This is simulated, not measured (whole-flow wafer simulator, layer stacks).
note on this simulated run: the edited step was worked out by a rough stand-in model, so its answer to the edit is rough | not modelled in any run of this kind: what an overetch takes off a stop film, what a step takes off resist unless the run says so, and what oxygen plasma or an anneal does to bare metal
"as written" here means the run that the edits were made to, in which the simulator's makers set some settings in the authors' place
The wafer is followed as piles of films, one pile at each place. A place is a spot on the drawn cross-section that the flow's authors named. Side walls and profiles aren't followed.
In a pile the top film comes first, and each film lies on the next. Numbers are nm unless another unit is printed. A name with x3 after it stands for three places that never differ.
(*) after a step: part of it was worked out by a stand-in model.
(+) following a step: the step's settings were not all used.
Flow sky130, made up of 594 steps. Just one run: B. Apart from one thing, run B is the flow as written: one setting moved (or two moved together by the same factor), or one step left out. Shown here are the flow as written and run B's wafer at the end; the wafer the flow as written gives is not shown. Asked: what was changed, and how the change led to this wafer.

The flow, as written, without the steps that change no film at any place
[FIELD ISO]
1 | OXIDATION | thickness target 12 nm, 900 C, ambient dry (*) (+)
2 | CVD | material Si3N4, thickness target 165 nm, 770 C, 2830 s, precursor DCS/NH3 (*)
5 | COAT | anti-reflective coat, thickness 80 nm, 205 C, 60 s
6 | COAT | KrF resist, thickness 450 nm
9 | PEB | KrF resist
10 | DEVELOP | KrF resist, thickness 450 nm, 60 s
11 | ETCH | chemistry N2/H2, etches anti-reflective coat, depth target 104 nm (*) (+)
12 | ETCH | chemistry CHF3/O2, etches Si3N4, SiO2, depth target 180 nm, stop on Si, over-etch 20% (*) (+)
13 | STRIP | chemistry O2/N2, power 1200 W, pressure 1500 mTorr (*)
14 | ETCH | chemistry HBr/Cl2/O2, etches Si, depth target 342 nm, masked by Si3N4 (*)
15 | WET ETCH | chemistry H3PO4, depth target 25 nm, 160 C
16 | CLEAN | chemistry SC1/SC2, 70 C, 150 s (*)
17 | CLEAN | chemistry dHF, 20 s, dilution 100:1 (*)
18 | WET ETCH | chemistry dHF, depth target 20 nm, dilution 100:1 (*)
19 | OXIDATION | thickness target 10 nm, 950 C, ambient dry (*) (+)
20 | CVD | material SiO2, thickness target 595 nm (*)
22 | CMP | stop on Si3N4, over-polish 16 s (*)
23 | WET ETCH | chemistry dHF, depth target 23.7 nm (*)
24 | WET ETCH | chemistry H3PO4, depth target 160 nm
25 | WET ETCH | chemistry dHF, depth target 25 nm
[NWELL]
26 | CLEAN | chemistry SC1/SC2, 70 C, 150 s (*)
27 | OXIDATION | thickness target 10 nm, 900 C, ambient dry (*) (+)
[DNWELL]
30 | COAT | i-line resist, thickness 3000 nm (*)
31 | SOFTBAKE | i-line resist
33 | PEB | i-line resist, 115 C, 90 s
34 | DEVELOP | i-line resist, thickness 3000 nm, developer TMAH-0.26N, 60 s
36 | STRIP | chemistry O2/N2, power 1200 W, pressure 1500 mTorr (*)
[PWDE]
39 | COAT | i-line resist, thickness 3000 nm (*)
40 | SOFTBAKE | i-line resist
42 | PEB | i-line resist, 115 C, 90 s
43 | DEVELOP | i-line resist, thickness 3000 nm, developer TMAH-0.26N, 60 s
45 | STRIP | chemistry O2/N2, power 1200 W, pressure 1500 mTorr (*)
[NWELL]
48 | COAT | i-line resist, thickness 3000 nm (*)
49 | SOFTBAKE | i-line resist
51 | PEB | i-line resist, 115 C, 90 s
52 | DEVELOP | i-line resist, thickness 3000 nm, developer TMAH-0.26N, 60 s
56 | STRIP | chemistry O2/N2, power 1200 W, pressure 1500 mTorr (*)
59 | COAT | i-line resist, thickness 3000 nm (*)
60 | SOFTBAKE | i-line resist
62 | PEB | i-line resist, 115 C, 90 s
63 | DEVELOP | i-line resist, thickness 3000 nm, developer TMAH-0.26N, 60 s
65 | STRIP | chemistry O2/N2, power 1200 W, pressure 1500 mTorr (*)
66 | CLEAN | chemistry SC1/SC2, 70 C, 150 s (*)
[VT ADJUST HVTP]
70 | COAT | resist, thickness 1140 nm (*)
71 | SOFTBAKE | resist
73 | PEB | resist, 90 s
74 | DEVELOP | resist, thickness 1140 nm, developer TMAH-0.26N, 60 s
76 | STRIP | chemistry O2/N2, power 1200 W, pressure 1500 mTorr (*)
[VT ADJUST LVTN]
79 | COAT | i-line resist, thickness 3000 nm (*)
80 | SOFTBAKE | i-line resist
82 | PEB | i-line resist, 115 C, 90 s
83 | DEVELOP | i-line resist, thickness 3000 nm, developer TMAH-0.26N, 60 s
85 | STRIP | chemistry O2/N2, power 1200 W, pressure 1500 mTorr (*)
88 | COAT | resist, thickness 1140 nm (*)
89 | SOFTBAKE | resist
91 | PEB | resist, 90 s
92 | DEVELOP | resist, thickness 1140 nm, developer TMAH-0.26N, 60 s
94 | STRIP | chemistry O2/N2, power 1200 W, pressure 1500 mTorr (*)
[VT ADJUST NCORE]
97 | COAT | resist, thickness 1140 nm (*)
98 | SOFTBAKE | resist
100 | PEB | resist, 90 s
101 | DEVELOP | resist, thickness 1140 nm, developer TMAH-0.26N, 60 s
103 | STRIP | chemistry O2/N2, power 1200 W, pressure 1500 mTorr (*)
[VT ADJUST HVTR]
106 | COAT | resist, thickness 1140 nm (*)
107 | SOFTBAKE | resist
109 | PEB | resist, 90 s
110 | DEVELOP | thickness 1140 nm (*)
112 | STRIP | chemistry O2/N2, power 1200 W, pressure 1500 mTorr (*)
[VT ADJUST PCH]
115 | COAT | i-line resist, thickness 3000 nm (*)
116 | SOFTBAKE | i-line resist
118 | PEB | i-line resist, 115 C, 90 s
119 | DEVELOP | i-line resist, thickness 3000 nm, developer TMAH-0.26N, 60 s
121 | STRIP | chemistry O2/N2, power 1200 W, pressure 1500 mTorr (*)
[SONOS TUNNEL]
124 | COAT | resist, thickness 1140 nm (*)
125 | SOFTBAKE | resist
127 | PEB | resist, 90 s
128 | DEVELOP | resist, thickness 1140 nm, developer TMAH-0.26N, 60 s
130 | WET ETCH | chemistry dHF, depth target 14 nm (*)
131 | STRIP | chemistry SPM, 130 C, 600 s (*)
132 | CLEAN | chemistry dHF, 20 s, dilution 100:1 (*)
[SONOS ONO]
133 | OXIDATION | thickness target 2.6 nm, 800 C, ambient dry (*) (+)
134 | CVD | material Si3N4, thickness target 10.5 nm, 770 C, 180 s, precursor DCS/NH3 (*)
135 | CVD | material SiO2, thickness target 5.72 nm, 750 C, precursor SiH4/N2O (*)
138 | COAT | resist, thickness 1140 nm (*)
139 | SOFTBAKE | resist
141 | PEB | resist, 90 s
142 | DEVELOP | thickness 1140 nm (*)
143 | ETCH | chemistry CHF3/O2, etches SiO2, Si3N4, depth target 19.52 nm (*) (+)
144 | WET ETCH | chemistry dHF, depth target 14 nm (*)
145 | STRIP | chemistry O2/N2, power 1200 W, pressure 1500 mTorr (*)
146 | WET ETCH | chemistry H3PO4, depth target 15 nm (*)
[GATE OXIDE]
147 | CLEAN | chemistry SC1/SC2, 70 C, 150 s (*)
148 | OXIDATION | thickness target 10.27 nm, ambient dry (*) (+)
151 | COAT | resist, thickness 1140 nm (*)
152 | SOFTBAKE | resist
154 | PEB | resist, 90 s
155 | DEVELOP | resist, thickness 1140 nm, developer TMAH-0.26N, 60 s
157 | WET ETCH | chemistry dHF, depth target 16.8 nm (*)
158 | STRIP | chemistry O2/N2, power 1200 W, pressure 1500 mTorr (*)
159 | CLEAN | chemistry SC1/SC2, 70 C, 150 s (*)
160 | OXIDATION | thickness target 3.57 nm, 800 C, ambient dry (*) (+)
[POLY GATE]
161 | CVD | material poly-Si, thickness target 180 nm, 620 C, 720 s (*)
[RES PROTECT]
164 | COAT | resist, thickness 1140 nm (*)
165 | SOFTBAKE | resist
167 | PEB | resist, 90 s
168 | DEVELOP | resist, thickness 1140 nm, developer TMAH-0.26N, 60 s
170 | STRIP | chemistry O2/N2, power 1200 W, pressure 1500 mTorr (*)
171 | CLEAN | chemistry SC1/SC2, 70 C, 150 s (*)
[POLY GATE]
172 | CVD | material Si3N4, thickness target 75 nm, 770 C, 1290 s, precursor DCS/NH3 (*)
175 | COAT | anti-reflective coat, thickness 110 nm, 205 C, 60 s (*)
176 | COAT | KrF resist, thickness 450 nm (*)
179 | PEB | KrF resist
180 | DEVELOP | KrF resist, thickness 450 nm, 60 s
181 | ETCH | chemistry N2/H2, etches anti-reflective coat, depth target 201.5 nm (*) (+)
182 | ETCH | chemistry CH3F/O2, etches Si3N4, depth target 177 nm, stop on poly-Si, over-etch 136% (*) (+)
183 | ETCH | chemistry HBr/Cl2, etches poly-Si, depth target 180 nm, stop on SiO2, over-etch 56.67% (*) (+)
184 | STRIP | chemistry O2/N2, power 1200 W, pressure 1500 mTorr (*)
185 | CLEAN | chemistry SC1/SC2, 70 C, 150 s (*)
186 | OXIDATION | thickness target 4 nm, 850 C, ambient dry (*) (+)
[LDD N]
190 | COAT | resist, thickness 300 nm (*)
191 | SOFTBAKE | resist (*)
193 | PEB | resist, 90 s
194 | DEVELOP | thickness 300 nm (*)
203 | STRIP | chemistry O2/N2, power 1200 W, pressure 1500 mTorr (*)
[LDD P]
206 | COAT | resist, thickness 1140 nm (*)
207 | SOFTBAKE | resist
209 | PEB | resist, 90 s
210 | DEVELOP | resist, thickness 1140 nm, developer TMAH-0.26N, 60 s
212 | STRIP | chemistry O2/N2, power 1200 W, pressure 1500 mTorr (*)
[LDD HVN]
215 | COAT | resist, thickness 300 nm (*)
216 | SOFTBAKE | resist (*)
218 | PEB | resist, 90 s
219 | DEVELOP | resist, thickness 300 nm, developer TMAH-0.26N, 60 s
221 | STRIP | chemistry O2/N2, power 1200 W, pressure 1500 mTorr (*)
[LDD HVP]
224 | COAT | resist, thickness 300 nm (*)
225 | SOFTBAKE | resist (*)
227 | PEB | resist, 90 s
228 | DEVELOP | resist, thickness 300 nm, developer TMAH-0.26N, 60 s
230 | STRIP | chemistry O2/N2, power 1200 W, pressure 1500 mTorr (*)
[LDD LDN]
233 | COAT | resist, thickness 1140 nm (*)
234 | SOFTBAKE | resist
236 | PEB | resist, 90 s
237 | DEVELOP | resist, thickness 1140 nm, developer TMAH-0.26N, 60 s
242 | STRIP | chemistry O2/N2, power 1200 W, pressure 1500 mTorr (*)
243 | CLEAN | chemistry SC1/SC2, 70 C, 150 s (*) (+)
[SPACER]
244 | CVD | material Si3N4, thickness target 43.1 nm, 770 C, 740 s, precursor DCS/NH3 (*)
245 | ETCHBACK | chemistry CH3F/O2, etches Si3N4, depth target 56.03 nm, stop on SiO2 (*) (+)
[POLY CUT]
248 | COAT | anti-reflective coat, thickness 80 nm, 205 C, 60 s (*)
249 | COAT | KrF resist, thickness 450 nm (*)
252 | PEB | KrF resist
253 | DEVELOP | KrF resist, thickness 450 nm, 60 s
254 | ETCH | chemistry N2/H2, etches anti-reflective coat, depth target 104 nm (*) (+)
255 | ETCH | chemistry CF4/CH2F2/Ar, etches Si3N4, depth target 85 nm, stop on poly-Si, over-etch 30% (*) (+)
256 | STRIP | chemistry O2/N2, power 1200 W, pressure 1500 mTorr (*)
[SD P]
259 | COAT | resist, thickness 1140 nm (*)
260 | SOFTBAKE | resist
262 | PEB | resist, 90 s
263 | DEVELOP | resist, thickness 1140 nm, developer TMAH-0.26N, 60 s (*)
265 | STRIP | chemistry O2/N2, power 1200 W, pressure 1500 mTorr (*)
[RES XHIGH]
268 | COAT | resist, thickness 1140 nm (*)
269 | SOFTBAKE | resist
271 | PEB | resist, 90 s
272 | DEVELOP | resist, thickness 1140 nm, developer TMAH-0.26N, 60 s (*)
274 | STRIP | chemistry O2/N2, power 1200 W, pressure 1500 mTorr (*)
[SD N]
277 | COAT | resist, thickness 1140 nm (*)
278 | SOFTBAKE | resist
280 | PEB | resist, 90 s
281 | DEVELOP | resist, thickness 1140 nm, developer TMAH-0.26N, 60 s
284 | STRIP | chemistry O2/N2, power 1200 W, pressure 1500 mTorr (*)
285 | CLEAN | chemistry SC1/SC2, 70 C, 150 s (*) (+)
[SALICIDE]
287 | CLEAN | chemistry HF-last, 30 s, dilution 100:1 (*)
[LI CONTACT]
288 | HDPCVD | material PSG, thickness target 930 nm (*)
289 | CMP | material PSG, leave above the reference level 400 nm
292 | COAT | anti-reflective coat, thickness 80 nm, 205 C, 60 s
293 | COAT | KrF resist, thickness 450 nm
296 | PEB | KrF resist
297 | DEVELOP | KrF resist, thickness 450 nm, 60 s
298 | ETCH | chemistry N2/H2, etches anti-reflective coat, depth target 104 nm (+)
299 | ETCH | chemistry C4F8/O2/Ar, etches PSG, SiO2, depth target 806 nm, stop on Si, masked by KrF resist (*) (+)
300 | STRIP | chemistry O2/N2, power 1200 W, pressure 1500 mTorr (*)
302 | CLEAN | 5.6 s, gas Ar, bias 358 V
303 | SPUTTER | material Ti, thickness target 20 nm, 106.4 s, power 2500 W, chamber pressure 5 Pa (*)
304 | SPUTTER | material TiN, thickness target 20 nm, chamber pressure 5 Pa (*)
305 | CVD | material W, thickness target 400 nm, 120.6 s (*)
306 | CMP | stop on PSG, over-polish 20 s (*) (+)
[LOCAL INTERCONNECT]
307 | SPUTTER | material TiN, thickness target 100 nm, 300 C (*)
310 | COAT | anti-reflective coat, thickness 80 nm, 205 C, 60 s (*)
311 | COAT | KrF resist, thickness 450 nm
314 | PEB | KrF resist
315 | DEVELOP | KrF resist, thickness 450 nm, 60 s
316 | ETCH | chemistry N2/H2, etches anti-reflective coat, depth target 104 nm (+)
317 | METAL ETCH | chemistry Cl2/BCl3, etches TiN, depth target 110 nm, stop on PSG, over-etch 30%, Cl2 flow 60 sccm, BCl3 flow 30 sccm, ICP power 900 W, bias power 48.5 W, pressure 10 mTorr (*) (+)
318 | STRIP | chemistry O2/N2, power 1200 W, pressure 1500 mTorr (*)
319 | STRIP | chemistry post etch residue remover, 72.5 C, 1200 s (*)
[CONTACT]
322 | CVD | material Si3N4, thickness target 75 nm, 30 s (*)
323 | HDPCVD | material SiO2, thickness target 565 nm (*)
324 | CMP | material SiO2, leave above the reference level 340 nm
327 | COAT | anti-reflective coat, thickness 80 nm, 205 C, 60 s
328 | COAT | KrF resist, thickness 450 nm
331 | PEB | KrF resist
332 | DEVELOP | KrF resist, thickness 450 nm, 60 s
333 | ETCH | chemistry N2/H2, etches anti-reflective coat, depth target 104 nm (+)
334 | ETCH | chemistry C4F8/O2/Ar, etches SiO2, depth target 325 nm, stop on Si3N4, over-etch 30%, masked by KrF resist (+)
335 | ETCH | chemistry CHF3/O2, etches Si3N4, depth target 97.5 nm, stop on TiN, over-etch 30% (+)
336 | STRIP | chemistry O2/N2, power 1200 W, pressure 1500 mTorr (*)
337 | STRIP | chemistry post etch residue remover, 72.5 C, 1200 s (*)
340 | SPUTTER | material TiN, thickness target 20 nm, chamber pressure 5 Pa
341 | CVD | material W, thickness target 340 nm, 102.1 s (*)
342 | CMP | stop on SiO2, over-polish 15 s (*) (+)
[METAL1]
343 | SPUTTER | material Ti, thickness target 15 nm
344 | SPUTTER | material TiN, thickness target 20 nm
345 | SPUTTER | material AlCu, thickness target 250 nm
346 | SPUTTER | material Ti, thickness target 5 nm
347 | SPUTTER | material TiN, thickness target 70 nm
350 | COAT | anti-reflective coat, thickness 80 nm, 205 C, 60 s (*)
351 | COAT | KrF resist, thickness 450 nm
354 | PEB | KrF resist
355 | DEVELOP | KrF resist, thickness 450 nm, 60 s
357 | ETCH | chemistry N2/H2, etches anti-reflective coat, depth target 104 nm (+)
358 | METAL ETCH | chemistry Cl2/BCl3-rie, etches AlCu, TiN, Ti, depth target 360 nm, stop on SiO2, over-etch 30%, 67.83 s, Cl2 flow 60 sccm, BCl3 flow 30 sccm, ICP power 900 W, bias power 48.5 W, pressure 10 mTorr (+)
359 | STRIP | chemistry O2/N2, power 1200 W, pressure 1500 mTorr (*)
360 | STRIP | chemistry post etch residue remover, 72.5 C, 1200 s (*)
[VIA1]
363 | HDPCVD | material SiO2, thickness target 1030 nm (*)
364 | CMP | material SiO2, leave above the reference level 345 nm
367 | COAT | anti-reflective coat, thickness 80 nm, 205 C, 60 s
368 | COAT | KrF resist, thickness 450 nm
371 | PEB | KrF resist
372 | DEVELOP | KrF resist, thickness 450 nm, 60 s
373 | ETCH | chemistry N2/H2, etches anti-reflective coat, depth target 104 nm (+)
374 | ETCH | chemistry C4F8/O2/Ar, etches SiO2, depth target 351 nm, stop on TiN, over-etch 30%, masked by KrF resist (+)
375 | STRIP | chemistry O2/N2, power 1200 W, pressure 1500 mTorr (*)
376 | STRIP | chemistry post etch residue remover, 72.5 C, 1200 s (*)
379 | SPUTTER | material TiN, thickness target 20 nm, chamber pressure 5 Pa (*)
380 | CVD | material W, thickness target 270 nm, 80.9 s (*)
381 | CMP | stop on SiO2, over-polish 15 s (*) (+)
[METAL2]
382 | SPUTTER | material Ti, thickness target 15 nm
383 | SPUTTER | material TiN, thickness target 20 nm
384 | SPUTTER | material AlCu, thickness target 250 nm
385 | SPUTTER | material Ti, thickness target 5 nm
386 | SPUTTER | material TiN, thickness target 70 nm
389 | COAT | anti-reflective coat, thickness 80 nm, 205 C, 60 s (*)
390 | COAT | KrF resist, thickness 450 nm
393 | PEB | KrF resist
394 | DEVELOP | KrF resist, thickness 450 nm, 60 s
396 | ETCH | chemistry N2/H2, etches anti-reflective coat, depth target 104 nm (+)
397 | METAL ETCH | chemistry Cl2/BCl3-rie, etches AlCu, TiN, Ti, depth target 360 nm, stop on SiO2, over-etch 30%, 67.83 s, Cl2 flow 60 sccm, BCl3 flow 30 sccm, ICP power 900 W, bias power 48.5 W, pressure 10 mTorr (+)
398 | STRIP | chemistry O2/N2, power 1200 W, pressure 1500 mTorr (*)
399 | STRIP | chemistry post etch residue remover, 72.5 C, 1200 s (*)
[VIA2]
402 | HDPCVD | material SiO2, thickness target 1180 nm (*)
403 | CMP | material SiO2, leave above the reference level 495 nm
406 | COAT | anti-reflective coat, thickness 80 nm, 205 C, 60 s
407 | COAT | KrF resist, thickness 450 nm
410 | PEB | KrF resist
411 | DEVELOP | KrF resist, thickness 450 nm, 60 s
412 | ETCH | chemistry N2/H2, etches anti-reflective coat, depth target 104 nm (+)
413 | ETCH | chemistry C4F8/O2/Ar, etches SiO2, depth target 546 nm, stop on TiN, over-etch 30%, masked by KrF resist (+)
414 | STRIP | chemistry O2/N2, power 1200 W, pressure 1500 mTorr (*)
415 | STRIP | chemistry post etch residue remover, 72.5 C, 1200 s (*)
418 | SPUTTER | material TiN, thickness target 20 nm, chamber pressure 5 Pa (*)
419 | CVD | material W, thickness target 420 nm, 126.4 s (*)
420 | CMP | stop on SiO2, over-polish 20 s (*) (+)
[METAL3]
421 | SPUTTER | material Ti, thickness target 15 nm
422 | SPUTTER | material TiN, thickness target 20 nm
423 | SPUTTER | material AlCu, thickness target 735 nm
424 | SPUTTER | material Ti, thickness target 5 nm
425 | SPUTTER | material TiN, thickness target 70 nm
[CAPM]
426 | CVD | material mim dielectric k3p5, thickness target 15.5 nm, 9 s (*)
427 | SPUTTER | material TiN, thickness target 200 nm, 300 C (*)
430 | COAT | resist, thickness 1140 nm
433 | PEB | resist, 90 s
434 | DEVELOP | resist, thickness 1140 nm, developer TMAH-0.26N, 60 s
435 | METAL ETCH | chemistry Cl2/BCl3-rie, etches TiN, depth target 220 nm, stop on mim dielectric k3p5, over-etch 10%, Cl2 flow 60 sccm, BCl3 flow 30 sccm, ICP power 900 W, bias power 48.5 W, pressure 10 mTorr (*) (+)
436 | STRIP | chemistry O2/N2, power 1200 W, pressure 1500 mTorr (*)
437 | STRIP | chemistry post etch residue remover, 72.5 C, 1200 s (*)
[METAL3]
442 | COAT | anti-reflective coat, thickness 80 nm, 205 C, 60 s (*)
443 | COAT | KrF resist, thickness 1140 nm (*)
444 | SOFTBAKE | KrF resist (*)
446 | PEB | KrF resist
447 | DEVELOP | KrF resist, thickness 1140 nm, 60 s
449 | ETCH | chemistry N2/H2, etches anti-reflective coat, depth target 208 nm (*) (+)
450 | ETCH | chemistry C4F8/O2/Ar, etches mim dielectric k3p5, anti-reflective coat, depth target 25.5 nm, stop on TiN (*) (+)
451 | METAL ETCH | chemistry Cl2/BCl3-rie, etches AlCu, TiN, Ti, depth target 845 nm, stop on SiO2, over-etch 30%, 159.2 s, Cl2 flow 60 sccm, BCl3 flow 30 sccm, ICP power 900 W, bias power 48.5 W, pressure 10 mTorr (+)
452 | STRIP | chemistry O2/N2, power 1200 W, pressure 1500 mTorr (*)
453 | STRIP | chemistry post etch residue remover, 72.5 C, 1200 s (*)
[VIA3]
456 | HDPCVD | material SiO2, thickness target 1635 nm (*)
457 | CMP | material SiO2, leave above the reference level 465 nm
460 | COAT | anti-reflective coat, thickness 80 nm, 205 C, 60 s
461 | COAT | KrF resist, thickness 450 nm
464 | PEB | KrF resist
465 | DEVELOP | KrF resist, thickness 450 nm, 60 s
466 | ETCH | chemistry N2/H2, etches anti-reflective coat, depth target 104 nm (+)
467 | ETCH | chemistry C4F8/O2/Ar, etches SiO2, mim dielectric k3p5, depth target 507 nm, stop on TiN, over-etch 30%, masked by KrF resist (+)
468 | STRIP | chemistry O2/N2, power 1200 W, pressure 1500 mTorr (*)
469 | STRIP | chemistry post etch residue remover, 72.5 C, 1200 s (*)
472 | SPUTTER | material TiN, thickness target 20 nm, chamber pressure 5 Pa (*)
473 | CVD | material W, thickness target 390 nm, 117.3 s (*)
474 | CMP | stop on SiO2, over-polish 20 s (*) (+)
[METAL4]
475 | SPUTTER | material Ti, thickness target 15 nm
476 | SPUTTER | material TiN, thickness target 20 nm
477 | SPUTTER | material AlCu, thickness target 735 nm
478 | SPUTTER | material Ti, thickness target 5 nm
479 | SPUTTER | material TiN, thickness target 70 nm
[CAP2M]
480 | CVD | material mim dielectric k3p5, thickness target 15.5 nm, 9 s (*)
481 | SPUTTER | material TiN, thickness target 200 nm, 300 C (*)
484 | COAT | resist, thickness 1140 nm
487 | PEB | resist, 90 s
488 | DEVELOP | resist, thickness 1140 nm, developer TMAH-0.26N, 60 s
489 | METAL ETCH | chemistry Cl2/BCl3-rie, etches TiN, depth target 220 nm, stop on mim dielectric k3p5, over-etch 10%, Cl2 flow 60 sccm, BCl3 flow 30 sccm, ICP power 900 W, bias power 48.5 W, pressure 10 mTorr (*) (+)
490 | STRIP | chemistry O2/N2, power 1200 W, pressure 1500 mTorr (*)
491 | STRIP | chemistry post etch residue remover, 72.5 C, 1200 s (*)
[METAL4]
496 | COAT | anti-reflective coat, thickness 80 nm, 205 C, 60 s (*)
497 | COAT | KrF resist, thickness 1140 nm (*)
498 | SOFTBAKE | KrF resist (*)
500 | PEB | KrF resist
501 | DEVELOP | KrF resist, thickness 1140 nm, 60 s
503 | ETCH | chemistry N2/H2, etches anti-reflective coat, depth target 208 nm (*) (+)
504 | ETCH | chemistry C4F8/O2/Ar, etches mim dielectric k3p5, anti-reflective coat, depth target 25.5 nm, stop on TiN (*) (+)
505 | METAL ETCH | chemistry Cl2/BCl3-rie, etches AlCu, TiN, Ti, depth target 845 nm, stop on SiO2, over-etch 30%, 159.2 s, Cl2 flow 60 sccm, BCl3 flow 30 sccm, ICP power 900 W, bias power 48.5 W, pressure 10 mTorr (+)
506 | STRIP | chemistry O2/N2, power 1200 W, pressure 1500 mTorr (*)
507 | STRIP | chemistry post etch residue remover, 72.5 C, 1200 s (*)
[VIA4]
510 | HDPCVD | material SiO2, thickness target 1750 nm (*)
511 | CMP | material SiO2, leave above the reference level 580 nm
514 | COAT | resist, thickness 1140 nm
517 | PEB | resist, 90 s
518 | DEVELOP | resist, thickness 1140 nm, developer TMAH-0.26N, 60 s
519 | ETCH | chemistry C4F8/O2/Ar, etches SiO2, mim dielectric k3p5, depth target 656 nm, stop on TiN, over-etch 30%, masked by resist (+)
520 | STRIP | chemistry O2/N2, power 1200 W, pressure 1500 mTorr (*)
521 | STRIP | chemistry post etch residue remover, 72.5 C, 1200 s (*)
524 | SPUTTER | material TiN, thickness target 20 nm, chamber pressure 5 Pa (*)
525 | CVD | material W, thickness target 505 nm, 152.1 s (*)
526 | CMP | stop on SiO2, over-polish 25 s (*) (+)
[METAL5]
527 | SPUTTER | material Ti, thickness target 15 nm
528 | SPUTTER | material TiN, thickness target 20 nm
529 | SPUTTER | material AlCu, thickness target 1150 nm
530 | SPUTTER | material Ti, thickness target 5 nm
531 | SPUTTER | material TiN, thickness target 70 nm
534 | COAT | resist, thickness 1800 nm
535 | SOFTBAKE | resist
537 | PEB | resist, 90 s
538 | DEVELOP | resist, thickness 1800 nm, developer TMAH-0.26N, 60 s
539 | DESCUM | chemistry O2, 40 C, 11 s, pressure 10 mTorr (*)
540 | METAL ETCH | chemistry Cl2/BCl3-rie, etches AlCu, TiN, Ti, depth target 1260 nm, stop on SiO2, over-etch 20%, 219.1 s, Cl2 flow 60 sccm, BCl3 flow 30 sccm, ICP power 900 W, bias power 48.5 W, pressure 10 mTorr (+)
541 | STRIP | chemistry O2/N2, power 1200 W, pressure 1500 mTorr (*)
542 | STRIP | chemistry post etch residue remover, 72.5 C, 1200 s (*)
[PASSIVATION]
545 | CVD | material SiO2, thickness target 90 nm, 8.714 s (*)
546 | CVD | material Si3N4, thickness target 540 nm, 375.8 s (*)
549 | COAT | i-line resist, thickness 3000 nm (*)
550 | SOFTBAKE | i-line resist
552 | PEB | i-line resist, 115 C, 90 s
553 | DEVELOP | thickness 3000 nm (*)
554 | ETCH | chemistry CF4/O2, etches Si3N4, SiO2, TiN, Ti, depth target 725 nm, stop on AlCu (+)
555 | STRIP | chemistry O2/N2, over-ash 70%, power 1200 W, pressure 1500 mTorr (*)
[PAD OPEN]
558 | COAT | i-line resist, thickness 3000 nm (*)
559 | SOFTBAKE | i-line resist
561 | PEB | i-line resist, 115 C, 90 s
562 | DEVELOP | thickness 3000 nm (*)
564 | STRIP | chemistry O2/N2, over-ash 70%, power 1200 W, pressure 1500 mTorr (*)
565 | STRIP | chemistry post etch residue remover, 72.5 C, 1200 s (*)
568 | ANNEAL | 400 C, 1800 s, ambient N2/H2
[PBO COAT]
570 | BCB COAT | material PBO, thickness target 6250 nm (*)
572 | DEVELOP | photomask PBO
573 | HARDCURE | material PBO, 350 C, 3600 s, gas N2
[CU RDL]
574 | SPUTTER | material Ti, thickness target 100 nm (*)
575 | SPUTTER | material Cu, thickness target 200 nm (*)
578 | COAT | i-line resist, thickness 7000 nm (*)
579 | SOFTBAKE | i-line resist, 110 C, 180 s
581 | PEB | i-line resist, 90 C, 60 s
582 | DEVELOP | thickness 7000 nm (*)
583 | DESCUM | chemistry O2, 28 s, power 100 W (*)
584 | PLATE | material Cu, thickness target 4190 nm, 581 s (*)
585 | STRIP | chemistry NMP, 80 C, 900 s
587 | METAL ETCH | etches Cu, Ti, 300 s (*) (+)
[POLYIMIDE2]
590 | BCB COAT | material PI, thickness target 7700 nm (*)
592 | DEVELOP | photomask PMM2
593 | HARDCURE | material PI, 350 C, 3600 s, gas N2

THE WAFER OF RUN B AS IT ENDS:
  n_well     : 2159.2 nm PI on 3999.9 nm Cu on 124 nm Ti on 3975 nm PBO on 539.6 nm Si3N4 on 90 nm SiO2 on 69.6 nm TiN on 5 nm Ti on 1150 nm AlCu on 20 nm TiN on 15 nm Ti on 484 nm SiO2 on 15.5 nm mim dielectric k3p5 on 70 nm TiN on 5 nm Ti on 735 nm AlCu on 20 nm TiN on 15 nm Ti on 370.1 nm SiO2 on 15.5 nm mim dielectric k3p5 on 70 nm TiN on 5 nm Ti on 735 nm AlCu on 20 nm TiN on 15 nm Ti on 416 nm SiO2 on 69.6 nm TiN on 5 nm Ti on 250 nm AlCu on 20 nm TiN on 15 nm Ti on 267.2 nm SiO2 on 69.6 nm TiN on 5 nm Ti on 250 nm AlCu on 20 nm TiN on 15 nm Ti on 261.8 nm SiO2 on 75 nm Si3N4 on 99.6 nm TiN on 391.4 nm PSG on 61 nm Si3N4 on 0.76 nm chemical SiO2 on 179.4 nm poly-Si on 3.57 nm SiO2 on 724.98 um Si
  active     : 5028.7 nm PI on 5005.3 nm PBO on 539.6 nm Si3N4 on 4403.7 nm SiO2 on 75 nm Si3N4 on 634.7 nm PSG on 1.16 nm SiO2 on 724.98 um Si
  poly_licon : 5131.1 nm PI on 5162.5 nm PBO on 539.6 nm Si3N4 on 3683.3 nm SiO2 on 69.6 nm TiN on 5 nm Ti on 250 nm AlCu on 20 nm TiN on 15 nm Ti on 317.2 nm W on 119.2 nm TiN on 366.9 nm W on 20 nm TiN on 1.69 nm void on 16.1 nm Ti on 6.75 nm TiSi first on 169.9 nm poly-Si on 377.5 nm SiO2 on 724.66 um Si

What caused this: step 574, SPUTTER: thickness target 124 nm was run, while the flow as written has thickness target 100 nm.
The wafer lets one read it off: n_well has Ti 124, and step 574 as written asks for 100 nm.

The path from the change to this, step by step:
  574 | SPUTTER | material Ti, thickness target 100 nm (*)
      field, active, n_well and 190 more: +124 Ti (new film) (as written it would have been: +100 Ti (new film))
  587 | METAL ETCH | etches Cu, Ti, 300 s (*) (+)
      field, active, gate and 167 more: -200 Cu (all of it), -124 Ti (all of it) (as written it would have been: -200 Cu (all of it), -100 Ti (all of it))
  590 | BCB COAT | material PI, thickness target 7700 nm (*)
      de16_gate_nw: +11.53 um PI (new film) (as written it would have been: +11.5 um PI (new film))
